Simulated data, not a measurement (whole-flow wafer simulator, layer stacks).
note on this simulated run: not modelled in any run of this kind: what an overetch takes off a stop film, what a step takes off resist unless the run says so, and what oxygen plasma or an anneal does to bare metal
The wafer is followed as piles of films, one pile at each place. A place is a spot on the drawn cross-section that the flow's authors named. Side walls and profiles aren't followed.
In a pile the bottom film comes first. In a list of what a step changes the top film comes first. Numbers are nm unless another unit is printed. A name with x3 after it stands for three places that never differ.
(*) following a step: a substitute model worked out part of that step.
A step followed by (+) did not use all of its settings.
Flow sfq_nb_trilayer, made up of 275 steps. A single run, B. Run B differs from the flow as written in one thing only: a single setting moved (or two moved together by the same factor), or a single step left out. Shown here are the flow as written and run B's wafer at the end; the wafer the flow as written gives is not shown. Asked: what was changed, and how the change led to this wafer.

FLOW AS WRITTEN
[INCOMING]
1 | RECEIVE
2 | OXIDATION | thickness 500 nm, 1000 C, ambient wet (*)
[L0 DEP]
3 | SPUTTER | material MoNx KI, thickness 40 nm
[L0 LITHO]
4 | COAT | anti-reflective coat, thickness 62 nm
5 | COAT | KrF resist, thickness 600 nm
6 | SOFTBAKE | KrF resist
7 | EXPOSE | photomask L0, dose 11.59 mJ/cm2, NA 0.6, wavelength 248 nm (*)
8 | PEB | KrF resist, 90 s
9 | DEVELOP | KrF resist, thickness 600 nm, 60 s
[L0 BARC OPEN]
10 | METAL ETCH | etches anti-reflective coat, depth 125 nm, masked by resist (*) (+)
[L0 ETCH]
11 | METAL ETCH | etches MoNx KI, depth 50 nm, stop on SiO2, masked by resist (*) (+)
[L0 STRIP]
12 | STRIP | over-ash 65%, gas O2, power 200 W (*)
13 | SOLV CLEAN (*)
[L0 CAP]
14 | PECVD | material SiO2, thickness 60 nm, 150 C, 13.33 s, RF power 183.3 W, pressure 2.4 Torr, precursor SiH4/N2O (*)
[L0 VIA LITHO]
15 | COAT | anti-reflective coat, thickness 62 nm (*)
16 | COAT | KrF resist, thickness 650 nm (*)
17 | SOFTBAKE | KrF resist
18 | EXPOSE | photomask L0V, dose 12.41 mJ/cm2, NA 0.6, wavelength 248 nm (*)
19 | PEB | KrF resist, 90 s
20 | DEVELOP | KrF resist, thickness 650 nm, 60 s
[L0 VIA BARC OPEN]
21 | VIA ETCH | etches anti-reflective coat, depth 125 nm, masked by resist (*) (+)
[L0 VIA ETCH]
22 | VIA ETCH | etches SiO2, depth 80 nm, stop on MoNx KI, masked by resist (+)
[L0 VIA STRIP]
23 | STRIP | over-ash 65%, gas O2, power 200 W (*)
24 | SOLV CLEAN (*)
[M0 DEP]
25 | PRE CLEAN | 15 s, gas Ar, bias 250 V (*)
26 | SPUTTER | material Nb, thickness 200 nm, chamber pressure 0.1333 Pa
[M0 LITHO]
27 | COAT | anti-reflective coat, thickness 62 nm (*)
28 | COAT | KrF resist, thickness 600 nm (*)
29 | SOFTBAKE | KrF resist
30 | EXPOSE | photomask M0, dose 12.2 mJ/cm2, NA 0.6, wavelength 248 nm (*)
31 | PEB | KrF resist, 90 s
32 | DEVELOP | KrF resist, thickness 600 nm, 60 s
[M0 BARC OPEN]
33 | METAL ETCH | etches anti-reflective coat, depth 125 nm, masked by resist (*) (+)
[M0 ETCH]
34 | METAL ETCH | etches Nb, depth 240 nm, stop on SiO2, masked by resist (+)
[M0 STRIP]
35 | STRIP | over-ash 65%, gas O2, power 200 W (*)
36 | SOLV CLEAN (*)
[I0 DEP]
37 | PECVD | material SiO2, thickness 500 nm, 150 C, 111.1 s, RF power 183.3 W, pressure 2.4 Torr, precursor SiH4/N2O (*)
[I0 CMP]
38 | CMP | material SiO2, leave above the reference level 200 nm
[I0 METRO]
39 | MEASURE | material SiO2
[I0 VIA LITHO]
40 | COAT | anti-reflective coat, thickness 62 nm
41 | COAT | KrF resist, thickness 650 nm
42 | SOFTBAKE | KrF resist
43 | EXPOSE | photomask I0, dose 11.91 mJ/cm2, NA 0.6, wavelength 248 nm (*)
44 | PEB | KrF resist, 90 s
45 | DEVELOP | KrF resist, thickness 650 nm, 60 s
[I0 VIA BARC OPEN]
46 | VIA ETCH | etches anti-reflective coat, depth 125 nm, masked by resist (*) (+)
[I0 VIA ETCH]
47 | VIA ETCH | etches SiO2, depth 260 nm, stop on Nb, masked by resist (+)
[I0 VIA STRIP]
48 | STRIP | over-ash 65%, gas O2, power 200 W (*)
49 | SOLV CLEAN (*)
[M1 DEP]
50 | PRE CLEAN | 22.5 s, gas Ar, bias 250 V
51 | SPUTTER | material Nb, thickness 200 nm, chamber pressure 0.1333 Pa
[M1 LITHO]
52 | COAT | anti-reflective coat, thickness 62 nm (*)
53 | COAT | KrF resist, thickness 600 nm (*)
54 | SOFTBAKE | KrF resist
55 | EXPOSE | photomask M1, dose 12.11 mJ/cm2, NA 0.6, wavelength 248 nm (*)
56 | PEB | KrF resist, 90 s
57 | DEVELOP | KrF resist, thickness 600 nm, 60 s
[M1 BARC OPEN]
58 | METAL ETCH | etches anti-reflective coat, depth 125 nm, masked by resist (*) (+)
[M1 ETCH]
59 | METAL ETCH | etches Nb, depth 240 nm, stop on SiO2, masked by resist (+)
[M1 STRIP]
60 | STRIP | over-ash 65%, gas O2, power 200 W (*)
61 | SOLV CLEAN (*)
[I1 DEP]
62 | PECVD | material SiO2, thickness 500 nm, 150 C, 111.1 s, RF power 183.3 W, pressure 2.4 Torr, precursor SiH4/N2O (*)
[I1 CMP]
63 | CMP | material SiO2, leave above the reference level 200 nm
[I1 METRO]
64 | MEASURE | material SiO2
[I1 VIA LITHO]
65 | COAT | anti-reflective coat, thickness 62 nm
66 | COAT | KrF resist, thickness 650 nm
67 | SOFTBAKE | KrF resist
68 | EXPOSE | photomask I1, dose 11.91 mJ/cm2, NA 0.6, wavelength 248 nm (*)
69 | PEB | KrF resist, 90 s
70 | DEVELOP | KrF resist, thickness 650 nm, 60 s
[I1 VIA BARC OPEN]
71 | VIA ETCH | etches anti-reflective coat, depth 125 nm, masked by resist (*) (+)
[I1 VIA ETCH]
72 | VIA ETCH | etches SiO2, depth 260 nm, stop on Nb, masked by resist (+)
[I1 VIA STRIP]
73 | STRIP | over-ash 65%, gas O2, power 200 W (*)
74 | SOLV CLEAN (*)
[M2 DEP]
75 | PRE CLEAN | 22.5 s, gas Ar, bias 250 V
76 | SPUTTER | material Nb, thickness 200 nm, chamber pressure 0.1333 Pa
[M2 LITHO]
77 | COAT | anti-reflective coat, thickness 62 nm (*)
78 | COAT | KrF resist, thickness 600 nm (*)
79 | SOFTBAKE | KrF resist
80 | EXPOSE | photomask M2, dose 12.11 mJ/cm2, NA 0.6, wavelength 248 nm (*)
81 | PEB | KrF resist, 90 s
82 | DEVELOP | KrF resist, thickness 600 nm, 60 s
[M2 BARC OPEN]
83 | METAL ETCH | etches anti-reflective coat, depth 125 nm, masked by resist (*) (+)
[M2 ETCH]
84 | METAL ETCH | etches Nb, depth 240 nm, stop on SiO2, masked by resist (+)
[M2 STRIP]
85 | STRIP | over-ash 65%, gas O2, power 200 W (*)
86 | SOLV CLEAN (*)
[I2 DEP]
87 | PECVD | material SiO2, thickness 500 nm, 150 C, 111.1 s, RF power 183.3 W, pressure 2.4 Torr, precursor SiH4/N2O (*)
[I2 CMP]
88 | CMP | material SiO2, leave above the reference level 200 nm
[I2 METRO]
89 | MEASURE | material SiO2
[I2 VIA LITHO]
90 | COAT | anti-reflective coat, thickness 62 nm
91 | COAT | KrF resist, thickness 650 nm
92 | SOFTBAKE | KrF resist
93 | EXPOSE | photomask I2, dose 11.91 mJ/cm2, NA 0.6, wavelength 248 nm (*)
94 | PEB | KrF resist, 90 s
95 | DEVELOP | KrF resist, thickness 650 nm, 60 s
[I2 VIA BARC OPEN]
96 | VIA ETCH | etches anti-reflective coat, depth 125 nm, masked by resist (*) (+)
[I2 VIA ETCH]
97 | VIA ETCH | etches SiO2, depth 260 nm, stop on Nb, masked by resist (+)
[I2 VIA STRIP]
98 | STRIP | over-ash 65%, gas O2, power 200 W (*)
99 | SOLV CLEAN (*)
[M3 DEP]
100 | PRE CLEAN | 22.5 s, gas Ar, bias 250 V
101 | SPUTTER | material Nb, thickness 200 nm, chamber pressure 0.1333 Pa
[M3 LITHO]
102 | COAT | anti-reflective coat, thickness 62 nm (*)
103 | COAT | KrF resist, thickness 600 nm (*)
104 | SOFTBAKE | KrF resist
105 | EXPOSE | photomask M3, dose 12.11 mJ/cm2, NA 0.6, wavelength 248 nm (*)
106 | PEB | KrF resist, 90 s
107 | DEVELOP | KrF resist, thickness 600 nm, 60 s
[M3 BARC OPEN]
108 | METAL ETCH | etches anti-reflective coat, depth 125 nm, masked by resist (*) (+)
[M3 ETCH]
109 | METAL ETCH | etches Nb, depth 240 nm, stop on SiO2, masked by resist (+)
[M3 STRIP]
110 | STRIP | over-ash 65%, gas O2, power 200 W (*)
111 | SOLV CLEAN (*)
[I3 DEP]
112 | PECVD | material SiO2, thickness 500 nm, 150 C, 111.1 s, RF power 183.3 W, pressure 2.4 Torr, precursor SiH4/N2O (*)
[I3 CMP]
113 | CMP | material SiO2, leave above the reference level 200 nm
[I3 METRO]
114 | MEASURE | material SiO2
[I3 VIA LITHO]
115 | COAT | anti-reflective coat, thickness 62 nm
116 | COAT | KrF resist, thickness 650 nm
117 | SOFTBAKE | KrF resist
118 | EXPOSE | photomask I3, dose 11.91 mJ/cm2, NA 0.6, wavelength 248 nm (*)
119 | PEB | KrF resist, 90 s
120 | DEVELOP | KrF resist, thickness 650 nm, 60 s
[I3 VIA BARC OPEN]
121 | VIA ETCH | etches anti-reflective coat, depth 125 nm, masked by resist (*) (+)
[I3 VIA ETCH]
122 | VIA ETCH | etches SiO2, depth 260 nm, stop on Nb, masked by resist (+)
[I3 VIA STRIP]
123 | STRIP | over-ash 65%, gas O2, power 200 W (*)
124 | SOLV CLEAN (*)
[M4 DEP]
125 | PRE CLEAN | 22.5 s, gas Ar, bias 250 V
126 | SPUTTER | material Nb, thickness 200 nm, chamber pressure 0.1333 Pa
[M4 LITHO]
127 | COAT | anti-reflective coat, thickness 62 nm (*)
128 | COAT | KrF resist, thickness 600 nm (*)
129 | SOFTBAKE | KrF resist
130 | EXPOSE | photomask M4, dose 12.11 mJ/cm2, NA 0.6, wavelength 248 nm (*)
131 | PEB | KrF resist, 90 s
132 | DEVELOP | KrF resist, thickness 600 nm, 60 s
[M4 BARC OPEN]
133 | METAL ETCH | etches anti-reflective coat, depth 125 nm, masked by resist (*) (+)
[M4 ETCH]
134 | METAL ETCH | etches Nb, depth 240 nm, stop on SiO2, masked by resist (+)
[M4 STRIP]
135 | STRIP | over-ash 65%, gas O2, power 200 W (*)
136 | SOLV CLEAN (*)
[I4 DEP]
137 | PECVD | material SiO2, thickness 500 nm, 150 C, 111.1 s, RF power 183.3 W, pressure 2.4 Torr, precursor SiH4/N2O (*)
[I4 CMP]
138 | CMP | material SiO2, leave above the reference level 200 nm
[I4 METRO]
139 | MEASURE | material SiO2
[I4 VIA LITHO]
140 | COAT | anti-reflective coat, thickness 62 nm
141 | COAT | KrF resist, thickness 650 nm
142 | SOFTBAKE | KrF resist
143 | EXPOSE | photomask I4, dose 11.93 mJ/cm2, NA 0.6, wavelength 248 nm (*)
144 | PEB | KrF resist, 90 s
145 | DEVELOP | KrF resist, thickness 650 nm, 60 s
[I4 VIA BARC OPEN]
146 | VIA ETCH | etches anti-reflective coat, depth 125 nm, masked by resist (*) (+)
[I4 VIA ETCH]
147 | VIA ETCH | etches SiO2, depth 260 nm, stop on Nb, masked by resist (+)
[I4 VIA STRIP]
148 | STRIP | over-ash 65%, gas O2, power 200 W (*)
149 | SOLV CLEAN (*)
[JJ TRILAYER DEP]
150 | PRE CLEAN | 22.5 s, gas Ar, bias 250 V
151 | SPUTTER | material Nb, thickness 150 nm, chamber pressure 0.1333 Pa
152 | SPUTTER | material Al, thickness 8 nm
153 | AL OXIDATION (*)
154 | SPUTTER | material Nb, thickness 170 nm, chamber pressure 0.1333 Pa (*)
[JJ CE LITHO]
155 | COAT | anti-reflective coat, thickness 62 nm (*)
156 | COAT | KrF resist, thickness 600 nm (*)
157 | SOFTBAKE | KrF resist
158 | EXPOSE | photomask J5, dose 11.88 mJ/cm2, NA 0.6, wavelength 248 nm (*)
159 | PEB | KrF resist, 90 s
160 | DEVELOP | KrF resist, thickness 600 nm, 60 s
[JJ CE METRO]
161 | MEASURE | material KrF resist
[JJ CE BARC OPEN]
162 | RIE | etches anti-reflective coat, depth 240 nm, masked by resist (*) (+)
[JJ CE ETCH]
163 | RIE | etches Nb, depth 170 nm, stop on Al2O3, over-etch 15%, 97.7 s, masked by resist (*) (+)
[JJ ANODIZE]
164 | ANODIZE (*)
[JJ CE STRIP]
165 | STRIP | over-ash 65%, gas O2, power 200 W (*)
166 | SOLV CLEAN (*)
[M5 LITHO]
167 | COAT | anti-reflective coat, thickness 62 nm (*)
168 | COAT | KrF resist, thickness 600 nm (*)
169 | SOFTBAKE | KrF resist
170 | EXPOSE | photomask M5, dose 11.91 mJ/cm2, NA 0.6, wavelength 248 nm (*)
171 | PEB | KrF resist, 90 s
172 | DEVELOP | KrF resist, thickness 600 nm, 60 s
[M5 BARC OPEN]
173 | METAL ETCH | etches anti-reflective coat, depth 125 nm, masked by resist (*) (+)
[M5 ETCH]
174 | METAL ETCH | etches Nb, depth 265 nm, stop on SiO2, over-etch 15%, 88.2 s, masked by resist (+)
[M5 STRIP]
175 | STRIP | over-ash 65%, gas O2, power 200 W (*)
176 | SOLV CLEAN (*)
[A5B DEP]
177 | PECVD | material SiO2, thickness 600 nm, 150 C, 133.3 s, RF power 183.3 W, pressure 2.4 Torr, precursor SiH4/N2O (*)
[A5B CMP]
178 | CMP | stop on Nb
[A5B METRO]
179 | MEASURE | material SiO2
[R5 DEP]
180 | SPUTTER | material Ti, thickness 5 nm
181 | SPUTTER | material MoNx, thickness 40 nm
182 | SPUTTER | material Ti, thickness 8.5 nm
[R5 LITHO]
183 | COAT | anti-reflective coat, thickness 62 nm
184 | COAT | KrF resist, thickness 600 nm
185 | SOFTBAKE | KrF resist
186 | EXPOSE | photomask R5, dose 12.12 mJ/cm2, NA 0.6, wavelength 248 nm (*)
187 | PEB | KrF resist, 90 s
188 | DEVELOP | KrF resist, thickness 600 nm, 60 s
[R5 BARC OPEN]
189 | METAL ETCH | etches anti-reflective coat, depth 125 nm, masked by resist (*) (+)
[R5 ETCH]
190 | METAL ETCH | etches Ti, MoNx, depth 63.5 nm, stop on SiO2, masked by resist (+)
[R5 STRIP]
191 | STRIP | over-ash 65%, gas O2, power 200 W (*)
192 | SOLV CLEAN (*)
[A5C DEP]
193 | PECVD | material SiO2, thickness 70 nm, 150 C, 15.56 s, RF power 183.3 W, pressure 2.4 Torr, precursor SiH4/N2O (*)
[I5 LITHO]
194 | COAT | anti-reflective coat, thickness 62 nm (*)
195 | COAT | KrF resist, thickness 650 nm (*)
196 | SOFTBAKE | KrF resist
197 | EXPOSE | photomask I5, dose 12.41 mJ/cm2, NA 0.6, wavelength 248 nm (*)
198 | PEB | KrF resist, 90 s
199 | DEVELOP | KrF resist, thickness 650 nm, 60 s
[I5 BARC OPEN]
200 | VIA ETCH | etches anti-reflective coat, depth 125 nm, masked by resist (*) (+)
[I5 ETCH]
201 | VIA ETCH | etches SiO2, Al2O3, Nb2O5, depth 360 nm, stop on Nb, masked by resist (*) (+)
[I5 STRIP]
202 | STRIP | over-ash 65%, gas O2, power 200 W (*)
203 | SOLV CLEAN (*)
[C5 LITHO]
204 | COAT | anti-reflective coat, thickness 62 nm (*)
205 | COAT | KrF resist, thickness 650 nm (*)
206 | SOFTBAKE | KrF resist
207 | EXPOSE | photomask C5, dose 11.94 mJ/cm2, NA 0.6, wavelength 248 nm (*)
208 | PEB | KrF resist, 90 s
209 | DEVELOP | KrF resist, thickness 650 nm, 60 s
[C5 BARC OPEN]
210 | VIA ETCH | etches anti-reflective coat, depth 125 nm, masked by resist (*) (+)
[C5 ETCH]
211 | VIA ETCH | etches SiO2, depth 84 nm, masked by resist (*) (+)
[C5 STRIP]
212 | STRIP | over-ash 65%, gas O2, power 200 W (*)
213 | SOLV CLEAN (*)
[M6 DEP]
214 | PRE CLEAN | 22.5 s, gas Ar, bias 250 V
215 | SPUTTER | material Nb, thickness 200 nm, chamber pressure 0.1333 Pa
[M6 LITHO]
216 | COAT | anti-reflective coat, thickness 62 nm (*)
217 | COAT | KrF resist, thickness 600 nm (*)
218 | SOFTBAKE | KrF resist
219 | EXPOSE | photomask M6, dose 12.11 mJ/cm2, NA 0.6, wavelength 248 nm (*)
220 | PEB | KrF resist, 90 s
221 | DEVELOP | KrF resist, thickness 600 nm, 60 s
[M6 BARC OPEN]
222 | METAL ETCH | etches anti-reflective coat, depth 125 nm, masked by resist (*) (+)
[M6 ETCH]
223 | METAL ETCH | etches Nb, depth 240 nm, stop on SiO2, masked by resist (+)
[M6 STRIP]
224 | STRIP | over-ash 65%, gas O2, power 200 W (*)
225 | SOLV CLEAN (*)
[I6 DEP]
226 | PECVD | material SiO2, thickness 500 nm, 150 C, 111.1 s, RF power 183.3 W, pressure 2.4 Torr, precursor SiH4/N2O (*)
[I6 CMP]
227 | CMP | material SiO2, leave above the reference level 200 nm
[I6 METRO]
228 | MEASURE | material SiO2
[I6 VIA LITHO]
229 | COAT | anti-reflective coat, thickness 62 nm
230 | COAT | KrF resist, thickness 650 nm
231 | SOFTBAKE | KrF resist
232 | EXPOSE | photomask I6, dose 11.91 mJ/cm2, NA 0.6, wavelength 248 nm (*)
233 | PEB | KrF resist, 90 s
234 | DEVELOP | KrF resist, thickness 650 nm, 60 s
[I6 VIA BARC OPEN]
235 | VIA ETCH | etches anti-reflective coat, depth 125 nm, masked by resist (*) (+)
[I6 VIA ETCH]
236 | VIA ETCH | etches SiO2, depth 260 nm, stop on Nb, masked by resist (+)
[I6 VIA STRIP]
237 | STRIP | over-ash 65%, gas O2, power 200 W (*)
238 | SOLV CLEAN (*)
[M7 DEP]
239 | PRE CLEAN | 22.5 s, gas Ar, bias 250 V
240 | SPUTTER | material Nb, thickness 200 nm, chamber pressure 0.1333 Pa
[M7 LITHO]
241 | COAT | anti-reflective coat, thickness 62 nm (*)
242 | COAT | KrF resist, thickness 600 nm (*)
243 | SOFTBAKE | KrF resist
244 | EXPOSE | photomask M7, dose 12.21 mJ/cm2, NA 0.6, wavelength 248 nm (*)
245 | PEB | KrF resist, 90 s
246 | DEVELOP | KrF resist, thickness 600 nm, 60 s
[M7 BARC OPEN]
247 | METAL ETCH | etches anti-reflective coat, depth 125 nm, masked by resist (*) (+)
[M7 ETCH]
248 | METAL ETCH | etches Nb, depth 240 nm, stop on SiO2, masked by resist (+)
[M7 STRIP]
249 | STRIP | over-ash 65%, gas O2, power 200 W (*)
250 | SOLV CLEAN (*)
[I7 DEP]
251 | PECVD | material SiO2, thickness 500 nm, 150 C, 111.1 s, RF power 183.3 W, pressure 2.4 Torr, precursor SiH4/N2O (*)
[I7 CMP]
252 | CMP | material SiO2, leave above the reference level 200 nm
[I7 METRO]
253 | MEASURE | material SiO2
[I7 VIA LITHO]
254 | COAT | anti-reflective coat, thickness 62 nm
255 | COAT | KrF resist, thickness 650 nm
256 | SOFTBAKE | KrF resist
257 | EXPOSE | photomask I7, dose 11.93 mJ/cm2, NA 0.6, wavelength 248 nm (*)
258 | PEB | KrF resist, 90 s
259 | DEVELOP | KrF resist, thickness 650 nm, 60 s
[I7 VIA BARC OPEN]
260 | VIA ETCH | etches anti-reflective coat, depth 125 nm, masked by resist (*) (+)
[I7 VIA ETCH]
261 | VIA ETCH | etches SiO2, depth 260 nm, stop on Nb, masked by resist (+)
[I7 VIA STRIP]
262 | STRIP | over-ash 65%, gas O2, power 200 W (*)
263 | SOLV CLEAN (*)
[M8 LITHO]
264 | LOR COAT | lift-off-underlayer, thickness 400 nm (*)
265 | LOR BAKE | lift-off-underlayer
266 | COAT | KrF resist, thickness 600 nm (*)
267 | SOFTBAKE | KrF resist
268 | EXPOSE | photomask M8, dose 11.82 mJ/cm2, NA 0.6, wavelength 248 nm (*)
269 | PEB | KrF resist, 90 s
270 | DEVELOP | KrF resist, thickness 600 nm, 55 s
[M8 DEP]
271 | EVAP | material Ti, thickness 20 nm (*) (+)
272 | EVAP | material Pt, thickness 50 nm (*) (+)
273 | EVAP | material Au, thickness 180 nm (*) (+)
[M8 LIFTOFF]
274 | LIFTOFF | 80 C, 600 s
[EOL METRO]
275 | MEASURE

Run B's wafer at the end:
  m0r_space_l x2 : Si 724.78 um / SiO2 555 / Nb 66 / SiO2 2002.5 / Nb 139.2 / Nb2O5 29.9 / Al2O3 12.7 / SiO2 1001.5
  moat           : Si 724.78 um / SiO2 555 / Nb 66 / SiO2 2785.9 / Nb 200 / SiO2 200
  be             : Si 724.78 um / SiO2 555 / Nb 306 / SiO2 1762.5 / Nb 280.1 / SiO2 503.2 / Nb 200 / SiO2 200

The reason: step 26, SPUTTER: thickness 306 nm was run, while the flow as written has thickness 200 nm.
The wafer itself shows it: be has Nb 306, and step 26 as written asks for 200 nm.

How this came from the change, step by step:
  26 | SPUTTER | material Nb, thickness 200 nm, chamber pressure 0.1333 Pa
      field_l, v_sur, via_wl and 102 more: +306 Nb (new film) (as written it would have been: +200 Nb (new film))
      l0v: +302 Nb (new film) (as written it would have been: +195.7 Nb (new film))
  34 | METAL ETCH | etches Nb, depth 240 nm, stop on SiO2, masked by resist (+)
      moat, m0r_space_l x2: -240 Nb (as written it would have been: -200 Nb (all of it))
  37 | PECVD | material SiO2, thickness 500 nm, 150 C, 111.1 s, RF power 183.3 W, pressure 2.4 Torr, precursor SiH4/N2O (*)
      moat, m0r_space_l x2: +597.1 SiO2 (new film) (as written it would have been: +557.1 SiO2)
With metal films that touch counted as one body, m0r_space_l x2 has 2 bodies (between them, from the top down: SiO2 2002.5); the flow as written gives 1 body.
With metal films that touch counted as one body, moat has 2 bodies (between them, from the top down: SiO2 2785.9); the flow as written gives 1 body.
